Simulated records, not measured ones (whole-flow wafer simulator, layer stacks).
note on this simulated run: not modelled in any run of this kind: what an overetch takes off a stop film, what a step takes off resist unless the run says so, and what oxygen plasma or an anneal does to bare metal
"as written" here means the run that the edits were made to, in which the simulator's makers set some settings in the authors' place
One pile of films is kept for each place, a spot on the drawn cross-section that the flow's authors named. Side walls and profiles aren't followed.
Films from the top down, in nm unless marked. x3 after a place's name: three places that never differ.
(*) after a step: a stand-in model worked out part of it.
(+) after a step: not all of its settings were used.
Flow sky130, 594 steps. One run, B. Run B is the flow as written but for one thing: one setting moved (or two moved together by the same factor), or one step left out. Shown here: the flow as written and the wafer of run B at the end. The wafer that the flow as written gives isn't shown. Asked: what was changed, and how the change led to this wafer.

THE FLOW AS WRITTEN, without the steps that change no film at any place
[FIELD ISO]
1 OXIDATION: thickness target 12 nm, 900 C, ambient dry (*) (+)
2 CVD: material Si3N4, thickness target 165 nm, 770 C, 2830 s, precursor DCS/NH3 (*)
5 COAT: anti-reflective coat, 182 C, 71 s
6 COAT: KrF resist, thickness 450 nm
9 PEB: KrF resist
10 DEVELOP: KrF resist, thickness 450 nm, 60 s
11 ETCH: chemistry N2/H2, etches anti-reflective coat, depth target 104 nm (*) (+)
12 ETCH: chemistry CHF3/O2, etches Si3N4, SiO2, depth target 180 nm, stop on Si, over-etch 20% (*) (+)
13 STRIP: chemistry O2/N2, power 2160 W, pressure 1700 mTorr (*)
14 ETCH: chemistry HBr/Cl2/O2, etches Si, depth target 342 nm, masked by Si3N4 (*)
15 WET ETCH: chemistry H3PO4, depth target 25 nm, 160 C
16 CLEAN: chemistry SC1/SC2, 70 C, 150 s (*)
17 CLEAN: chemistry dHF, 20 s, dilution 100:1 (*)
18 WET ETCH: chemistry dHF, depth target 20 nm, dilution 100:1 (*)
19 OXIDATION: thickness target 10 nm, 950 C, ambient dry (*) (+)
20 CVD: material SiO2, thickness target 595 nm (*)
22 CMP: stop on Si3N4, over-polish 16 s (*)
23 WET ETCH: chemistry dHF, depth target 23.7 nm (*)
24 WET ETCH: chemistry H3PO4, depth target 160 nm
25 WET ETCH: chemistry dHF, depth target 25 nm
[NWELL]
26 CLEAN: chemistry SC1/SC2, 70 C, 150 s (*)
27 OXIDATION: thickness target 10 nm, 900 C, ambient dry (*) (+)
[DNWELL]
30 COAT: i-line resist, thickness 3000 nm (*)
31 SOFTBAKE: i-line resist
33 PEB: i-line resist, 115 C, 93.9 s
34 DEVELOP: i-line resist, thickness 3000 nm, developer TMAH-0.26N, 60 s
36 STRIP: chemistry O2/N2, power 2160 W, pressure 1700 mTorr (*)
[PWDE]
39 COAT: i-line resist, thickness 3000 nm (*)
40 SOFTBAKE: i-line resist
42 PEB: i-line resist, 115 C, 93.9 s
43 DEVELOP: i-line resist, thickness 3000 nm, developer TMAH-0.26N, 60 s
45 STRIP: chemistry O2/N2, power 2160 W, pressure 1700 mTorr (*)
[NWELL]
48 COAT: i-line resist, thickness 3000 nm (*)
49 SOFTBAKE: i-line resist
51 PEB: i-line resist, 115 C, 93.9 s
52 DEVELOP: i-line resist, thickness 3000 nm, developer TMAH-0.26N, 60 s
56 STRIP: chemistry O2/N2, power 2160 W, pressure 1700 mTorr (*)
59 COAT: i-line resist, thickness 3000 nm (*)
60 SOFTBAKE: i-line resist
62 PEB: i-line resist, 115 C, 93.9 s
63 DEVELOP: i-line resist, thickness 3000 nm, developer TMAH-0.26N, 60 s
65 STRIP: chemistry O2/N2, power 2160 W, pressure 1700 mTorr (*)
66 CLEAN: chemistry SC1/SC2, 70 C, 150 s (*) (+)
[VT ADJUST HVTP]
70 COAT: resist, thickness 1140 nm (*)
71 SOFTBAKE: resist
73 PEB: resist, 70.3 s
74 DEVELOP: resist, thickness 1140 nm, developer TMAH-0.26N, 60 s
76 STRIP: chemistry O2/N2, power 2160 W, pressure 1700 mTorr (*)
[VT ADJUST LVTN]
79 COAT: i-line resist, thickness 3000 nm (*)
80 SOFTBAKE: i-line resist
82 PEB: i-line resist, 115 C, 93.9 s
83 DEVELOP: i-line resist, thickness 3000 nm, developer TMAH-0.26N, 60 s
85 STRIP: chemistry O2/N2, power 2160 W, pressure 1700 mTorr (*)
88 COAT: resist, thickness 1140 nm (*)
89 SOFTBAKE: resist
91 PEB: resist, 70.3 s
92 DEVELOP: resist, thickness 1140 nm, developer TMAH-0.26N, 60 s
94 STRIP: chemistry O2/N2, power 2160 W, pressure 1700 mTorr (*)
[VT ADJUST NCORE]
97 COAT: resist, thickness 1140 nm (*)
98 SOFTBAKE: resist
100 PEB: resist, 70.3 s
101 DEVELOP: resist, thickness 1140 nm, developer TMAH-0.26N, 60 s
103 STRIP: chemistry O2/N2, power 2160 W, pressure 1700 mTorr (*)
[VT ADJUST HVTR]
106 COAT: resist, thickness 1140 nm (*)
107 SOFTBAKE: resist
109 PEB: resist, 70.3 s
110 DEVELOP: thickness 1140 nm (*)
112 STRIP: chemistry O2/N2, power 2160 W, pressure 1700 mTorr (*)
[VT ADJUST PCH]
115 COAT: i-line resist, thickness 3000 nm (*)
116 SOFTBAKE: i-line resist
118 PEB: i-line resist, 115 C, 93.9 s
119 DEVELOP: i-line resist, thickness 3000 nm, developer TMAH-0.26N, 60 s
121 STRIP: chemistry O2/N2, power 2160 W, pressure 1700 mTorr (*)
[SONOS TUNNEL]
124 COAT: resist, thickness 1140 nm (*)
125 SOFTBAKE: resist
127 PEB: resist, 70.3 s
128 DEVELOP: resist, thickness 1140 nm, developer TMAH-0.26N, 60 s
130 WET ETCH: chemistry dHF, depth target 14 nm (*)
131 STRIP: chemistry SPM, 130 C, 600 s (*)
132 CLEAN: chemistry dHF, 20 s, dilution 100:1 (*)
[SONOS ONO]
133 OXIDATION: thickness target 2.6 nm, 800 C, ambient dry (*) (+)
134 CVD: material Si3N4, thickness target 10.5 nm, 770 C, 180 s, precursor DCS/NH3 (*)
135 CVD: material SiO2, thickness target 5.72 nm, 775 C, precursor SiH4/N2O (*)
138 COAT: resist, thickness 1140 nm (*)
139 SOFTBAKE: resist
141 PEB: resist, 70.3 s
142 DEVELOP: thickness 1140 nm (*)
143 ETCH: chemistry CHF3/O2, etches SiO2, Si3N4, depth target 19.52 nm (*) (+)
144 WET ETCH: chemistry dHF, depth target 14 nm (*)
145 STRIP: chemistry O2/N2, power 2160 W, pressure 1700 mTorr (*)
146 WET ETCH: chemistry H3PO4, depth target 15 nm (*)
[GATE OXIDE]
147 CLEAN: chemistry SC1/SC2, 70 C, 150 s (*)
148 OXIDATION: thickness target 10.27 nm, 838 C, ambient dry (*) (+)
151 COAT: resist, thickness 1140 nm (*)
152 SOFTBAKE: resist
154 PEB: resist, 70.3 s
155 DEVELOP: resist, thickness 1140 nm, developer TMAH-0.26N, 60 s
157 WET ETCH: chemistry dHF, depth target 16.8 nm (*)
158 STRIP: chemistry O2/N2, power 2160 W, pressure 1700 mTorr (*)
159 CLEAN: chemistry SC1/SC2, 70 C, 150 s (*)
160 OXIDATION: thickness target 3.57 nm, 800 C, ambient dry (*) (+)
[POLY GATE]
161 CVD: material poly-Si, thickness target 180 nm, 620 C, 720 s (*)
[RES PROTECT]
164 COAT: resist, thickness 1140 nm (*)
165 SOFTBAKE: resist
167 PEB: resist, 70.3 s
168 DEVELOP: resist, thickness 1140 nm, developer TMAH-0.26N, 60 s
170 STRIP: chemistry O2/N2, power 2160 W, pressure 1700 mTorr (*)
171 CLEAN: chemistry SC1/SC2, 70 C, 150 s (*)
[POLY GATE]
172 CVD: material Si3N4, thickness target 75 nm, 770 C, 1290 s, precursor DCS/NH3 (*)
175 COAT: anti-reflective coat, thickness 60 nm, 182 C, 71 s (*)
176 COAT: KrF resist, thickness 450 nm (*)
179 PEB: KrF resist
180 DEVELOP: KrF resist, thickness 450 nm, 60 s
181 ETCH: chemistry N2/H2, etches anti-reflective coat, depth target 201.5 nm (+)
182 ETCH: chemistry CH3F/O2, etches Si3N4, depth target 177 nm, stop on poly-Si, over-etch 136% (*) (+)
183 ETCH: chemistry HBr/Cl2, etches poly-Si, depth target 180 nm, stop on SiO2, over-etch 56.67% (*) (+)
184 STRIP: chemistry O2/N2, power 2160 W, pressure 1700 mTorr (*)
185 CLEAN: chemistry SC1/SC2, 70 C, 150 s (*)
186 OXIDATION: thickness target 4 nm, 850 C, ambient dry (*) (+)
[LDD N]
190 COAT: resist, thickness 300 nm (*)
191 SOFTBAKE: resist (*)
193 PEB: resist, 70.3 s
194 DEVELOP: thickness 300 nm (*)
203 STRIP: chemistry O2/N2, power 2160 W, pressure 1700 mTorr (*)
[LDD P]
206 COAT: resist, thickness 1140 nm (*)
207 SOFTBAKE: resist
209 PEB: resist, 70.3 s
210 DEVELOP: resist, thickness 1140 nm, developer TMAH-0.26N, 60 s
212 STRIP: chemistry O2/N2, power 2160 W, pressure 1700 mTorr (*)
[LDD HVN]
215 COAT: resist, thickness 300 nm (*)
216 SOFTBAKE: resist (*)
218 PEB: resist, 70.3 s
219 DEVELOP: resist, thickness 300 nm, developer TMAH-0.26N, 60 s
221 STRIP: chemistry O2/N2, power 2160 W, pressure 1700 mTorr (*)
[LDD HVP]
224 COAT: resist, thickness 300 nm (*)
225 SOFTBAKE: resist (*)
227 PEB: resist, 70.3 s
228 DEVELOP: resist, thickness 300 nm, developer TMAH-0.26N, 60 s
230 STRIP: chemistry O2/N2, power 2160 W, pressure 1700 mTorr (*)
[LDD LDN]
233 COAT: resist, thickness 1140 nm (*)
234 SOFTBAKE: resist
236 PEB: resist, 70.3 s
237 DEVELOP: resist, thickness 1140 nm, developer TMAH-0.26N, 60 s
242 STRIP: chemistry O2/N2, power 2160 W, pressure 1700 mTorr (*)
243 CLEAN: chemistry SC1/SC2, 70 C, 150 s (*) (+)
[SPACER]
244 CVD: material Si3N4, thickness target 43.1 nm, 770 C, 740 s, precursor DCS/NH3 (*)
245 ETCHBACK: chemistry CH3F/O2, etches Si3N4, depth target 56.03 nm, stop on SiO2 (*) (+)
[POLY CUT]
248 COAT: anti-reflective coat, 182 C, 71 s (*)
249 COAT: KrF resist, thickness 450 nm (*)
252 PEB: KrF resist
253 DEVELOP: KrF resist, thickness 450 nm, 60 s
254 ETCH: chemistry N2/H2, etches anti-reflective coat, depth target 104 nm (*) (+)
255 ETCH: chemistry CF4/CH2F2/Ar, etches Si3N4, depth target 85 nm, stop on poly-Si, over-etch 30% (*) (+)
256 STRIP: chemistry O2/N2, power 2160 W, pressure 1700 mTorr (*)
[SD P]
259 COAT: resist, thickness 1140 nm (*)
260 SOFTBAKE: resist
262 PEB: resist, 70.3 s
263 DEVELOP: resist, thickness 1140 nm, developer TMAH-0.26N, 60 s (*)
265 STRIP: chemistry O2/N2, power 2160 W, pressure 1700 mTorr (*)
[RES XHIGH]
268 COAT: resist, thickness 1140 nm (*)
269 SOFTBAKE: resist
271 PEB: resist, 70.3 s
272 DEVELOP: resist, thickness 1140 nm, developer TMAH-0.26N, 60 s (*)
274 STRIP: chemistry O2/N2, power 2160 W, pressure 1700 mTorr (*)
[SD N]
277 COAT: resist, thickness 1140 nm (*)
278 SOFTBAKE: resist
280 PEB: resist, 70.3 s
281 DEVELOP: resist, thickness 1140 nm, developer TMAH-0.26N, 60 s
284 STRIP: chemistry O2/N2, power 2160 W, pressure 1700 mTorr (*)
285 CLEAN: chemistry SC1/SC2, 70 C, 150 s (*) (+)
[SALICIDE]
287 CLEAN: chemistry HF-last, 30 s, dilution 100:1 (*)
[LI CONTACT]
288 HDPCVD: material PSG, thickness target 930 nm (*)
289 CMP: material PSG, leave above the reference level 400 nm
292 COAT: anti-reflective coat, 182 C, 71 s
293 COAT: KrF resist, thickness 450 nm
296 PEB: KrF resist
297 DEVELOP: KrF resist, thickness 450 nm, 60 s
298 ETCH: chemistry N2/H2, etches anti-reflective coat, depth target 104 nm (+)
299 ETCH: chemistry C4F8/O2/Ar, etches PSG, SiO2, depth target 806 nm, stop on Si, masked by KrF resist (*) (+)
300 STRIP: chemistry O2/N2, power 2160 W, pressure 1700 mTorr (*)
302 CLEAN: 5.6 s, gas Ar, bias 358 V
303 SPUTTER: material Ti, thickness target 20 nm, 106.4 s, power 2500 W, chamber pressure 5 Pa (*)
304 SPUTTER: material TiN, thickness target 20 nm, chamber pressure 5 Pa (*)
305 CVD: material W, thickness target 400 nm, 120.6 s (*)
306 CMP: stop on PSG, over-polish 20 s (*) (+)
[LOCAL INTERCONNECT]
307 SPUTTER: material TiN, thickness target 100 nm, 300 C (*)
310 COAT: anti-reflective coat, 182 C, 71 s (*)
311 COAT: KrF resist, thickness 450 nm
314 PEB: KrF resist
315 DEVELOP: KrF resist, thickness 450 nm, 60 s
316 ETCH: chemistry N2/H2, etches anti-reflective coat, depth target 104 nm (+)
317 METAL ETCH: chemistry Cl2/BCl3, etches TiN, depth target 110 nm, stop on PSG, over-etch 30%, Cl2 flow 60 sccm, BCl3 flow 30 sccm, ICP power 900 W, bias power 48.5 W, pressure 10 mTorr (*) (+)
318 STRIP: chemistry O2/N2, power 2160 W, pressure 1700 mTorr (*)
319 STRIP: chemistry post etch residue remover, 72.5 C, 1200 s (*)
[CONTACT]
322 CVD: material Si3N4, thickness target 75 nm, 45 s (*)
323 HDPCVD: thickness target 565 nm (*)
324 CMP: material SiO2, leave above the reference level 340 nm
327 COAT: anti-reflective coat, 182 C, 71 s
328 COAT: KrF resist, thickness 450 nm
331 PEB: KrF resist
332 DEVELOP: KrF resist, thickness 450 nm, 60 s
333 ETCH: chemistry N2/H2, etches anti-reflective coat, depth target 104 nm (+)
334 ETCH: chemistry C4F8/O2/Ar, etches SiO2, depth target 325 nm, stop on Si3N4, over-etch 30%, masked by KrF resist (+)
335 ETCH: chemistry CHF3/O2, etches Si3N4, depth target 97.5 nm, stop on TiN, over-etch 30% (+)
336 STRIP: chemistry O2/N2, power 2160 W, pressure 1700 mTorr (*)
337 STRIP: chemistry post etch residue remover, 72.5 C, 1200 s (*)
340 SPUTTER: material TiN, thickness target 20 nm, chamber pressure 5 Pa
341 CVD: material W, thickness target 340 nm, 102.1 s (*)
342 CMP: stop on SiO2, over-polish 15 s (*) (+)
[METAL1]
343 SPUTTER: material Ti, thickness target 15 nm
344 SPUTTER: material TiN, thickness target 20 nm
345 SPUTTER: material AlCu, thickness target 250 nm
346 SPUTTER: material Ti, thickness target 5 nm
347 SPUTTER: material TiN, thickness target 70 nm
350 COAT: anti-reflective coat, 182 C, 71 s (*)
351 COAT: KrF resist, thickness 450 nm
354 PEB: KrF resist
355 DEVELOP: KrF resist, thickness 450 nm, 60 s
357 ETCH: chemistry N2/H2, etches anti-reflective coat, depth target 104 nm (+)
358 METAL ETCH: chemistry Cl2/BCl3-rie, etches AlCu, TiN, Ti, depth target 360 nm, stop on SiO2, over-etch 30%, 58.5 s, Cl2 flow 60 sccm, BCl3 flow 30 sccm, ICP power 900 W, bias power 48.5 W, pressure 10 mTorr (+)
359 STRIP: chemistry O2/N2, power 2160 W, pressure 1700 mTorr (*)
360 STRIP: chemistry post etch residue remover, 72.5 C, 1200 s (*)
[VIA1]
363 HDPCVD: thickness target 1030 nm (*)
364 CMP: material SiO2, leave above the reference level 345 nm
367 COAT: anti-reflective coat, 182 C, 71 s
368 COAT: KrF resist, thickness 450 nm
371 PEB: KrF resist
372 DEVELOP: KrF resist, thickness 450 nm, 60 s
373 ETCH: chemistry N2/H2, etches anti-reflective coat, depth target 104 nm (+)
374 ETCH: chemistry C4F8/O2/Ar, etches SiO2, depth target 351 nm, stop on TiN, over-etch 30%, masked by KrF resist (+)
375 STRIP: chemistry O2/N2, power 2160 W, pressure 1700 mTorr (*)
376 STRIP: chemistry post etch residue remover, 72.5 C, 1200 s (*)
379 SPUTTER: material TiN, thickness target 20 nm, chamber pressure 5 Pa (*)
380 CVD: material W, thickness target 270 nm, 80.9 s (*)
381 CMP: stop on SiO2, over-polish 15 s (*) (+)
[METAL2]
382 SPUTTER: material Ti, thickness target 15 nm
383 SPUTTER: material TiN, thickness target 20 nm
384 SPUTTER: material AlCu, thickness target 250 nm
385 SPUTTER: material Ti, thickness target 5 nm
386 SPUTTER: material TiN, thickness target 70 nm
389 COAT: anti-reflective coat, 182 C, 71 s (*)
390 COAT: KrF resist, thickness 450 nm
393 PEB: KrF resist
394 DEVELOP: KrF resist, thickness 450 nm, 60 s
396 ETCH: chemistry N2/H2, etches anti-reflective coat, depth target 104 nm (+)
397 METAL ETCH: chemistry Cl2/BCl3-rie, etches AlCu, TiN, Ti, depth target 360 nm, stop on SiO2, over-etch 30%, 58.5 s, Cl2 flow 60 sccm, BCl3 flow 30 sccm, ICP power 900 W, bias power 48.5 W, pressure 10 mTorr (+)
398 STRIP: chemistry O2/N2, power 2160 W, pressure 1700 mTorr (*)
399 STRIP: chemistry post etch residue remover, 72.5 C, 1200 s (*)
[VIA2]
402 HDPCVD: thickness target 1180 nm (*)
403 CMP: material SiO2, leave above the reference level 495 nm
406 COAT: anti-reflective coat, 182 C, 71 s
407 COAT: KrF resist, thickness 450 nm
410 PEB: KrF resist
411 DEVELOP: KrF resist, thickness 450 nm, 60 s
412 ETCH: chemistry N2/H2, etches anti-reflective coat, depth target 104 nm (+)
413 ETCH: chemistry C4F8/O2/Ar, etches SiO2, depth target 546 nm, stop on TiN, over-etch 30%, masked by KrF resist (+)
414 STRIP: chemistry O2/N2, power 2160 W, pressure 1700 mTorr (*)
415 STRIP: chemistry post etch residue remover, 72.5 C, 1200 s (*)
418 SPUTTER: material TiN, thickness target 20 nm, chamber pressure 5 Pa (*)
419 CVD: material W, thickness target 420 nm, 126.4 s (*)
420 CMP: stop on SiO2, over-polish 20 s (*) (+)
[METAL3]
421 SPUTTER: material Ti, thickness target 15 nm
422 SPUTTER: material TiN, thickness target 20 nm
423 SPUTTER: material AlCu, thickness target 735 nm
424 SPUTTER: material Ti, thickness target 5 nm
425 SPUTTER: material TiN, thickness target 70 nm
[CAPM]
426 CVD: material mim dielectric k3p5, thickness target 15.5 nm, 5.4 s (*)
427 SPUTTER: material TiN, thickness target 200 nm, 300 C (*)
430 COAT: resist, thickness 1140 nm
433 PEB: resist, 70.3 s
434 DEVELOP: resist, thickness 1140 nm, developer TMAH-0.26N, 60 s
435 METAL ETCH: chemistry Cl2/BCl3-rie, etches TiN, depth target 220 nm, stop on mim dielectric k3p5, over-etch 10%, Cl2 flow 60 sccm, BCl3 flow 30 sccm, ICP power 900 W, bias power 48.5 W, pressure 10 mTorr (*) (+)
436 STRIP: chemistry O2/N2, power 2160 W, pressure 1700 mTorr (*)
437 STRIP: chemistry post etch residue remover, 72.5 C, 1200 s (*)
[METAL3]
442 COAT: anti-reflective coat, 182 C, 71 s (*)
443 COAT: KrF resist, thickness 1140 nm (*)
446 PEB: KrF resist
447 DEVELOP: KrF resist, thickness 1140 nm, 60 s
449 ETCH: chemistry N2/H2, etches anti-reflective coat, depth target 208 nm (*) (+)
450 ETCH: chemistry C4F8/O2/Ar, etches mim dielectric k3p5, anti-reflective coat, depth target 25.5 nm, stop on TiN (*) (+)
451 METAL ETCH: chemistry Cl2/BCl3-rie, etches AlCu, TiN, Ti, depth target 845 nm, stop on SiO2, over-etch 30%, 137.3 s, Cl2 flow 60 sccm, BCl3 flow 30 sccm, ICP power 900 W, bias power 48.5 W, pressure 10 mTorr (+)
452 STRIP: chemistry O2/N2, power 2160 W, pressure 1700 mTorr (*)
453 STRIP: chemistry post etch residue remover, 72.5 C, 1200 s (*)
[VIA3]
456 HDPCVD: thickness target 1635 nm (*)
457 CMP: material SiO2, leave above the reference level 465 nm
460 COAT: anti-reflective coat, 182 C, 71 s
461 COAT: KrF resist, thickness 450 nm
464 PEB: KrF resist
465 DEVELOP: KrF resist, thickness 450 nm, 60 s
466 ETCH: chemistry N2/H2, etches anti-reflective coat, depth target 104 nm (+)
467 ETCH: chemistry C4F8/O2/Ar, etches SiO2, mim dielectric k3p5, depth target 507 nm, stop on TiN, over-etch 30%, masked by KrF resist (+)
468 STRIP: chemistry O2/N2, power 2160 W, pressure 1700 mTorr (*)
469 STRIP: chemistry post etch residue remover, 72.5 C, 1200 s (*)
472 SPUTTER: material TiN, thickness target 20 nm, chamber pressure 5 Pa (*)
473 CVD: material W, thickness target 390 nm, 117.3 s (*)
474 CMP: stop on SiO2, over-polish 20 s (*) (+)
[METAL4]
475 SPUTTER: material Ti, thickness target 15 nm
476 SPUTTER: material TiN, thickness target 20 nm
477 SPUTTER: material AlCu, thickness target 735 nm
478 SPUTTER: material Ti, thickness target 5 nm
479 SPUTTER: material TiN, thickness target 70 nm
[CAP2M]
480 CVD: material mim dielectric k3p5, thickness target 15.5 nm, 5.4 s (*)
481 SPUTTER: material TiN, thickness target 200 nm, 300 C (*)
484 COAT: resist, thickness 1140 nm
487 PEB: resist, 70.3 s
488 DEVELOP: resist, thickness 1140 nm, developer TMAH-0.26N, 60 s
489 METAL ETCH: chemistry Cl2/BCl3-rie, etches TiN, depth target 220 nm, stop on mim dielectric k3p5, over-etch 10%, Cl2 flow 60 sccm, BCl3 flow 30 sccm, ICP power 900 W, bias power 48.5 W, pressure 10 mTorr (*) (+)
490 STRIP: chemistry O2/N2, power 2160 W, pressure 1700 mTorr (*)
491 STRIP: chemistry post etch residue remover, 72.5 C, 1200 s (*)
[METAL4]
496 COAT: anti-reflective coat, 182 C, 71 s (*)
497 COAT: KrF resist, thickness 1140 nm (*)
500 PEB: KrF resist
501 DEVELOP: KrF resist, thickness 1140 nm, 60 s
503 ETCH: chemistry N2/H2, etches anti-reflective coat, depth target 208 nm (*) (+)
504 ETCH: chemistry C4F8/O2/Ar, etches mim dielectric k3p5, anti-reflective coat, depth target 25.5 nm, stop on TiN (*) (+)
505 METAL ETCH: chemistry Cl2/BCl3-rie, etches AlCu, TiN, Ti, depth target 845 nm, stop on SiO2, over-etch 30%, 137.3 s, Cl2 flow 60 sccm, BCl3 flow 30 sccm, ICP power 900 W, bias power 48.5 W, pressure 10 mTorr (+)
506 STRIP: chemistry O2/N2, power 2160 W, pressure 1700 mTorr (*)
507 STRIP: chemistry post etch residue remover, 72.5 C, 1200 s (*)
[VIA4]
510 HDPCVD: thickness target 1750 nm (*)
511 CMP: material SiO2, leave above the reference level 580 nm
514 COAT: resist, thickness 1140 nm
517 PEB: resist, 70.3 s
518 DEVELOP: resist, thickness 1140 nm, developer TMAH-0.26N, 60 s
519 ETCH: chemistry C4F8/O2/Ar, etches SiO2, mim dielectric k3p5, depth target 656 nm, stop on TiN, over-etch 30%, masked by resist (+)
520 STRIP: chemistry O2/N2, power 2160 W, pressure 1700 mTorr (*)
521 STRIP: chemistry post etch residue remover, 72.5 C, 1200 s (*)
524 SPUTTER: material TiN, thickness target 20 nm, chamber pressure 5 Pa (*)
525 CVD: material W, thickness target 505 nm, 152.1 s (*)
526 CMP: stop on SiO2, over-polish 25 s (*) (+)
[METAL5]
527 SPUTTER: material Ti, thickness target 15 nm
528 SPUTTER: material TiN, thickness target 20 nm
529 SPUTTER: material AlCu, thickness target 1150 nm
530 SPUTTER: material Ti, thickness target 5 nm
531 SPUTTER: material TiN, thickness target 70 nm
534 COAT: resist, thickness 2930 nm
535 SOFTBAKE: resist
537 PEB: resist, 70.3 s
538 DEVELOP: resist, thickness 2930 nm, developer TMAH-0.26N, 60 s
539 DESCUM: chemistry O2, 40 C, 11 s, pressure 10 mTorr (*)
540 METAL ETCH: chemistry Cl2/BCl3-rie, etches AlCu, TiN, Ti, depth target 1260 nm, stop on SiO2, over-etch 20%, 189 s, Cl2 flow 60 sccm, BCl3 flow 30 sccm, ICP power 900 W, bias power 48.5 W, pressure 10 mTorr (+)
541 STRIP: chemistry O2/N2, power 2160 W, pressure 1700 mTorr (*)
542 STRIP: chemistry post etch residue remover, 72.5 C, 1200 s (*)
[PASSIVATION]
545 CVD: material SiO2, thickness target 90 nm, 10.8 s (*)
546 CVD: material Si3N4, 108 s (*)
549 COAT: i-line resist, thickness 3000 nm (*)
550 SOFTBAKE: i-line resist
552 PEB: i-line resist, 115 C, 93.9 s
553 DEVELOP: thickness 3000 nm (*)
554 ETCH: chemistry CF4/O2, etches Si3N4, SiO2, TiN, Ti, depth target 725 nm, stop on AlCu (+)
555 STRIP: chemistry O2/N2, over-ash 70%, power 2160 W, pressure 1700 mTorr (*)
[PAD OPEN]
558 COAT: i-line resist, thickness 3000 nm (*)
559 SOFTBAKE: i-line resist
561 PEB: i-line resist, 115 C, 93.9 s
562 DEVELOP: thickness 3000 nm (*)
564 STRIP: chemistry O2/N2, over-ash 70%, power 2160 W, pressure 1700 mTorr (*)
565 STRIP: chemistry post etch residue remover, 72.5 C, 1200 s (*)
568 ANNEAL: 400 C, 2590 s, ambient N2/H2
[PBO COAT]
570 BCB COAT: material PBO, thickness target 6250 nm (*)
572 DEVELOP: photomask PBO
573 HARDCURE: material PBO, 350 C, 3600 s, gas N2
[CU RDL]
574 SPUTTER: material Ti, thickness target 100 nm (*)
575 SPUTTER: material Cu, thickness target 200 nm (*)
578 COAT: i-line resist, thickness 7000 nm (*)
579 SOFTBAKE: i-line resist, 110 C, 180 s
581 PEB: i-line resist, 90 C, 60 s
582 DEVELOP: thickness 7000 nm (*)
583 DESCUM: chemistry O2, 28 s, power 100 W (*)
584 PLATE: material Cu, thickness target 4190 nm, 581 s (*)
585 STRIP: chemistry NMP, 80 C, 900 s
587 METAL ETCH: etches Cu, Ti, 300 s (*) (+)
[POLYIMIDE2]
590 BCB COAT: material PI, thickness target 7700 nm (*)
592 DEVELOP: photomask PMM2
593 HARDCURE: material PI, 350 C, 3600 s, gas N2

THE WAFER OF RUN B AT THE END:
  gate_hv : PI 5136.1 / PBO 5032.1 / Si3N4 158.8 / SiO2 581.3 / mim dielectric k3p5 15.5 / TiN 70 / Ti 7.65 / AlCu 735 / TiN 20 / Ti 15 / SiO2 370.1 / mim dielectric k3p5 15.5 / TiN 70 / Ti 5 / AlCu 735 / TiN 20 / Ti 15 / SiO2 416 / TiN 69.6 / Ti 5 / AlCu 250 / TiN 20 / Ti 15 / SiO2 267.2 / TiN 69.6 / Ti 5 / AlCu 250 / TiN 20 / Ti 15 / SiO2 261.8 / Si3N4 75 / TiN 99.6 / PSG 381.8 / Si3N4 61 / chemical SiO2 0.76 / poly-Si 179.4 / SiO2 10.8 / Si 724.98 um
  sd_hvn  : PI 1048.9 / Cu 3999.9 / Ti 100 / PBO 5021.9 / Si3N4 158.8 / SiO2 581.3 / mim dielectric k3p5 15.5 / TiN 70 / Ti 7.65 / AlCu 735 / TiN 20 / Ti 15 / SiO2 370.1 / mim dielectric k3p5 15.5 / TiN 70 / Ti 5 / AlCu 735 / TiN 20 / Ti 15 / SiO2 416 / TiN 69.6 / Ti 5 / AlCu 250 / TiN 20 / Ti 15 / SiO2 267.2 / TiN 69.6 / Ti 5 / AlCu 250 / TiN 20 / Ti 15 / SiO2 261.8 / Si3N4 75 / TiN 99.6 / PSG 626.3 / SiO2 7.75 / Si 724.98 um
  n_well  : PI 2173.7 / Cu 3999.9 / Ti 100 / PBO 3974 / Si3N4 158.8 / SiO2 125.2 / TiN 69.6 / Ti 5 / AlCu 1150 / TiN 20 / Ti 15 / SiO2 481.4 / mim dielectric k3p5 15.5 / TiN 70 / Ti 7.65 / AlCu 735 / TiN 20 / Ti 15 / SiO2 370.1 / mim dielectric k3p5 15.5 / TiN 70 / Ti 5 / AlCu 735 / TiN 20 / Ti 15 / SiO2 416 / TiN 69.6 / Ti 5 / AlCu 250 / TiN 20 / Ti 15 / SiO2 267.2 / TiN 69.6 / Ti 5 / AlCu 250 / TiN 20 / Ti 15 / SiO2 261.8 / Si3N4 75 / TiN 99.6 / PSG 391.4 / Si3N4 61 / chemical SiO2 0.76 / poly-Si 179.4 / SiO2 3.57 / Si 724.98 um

The cause: step 478, SPUTTER: thickness target 7.65 nm was run, where the flow has thickness target 5 nm.
It can be read off the wafer: gate_hv has Ti 7.65, and step 478 as written asks for 5 nm.

How the change led to this, step by step:
  478 SPUTTER: material Ti, thickness target 5 nm
      field, active, n_well and 189 more: Ti +7.65 (new film) (as written it would be: Ti +5 (new film))
  505 METAL ETCH: chemistry Cl2/BCl3-rie, etches AlCu, TiN, Ti, depth target 845 nm, stop on SiO2, over-etch 30%, 137.3 s, Cl2 flow 60 sccm, BCl3 flow 30 sccm, ICP power 900 W, bias power 48.5 W, pressure 10 mTorr (+)
      field, gate, spacer and 68 more: TiN -70 (all of it), Ti -7.65 (all of it), AlCu -735 (all of it), TiN -20 (all of it), Ti -15 (all of it), SiO2 -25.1 (as written it would be: TiN -70 (all of it), Ti -5 (all of it), AlCu -735 (all of it), TiN -20 (all of it), Ti -15 (all of it), SiO2 -25.4)
      active, vpp_iso1, mim_edge_plate and 14 more: TiN -70 (all of it), Ti -7.65 (all of it), AlCu -735 (all of it), TiN -20 (all of it), Ti -15 (all of it), SiO2 -25.1 (as written it would be: TiN -70 (all of it), Ti -5 (all of it), AlCu -735 (all of it), TiN -20 (all of it), Ti -15 (all of it), SiO2 -25.3)
